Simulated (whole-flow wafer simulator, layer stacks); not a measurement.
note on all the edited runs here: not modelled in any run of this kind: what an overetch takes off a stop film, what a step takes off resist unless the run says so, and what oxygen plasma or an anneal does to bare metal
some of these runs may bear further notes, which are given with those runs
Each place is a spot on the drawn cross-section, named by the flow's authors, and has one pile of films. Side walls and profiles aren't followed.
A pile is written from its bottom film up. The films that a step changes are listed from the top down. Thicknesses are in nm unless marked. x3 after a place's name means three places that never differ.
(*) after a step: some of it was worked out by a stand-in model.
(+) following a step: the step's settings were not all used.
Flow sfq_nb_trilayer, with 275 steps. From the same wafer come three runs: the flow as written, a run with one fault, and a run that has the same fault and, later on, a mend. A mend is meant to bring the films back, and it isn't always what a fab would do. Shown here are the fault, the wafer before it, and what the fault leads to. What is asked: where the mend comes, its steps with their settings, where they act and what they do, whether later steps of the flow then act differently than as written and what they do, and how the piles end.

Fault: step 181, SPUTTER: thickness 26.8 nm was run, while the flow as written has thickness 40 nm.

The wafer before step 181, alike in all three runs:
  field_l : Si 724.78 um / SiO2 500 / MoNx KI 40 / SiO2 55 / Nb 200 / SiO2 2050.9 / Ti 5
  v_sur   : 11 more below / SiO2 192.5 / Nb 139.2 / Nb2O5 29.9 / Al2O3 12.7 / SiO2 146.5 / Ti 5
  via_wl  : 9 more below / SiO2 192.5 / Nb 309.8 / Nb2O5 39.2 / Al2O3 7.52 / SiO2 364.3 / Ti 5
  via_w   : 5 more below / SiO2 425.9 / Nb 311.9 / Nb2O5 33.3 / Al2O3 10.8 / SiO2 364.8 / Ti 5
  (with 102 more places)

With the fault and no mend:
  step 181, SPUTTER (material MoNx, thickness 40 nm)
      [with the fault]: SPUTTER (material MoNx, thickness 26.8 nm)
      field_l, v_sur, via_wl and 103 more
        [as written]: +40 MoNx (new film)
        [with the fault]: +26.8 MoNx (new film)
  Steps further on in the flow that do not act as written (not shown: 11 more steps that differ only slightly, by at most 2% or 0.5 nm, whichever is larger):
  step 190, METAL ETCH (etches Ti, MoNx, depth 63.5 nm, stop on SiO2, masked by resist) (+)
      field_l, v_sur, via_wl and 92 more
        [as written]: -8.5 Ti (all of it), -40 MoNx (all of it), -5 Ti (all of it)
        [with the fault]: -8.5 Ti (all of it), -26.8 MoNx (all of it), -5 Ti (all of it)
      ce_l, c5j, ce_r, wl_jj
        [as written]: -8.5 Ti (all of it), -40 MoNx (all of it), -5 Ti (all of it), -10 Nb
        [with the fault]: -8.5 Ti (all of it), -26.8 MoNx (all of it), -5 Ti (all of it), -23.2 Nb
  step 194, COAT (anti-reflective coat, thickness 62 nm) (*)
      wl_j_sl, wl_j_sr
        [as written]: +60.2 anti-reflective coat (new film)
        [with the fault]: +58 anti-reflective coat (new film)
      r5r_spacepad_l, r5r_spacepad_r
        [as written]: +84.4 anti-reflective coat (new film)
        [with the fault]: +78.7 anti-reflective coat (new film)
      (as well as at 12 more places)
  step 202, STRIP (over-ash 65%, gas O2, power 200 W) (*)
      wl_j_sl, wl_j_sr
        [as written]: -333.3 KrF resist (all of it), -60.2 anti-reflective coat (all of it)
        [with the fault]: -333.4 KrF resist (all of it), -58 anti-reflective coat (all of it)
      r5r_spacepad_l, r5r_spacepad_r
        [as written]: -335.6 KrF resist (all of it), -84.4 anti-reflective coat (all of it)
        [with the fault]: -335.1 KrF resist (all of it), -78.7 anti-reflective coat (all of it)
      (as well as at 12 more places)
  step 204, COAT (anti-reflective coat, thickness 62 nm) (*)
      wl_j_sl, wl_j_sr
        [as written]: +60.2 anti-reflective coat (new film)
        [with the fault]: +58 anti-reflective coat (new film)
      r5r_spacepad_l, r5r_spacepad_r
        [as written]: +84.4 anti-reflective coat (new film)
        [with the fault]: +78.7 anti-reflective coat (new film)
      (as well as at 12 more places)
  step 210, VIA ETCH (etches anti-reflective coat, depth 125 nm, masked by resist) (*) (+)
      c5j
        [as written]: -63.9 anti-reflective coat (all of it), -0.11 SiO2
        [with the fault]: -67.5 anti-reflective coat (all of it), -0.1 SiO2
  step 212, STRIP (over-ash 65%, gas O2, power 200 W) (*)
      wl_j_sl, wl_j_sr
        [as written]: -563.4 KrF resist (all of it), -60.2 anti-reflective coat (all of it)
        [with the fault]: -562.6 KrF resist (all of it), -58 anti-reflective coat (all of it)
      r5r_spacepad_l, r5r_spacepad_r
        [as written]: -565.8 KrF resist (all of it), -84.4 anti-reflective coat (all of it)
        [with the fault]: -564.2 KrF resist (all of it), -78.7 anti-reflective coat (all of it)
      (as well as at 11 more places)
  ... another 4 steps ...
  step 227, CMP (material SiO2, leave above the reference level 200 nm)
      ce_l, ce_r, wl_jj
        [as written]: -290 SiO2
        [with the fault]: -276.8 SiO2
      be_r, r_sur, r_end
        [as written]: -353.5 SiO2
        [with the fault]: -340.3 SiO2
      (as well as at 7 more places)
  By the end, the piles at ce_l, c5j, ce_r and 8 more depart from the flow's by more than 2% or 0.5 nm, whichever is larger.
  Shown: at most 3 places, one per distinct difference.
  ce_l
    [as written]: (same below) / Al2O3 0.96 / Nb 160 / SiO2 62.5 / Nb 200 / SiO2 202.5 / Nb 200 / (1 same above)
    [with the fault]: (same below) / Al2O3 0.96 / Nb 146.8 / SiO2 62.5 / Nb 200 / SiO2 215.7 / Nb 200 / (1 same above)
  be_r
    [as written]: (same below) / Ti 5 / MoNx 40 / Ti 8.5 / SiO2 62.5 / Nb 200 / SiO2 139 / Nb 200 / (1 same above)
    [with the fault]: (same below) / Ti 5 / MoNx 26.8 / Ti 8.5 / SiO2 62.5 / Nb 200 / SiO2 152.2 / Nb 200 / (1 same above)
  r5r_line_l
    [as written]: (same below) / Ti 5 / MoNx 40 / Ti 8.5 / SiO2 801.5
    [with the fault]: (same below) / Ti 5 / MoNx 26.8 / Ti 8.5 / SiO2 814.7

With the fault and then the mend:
  After step 181 comes the mend.
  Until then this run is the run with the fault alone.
  step 181a, SPUTTER (material MoNx, thickness 13.2 nm) (the flow's step 181, run once more with other settings)
      field_l, v_sur, via_wl and 103 more
        +13.2 MoNx
  Every later step of the flow that is run acts as written at every place that is followed.
  The piles end the same as the flow's at every place that both follow.
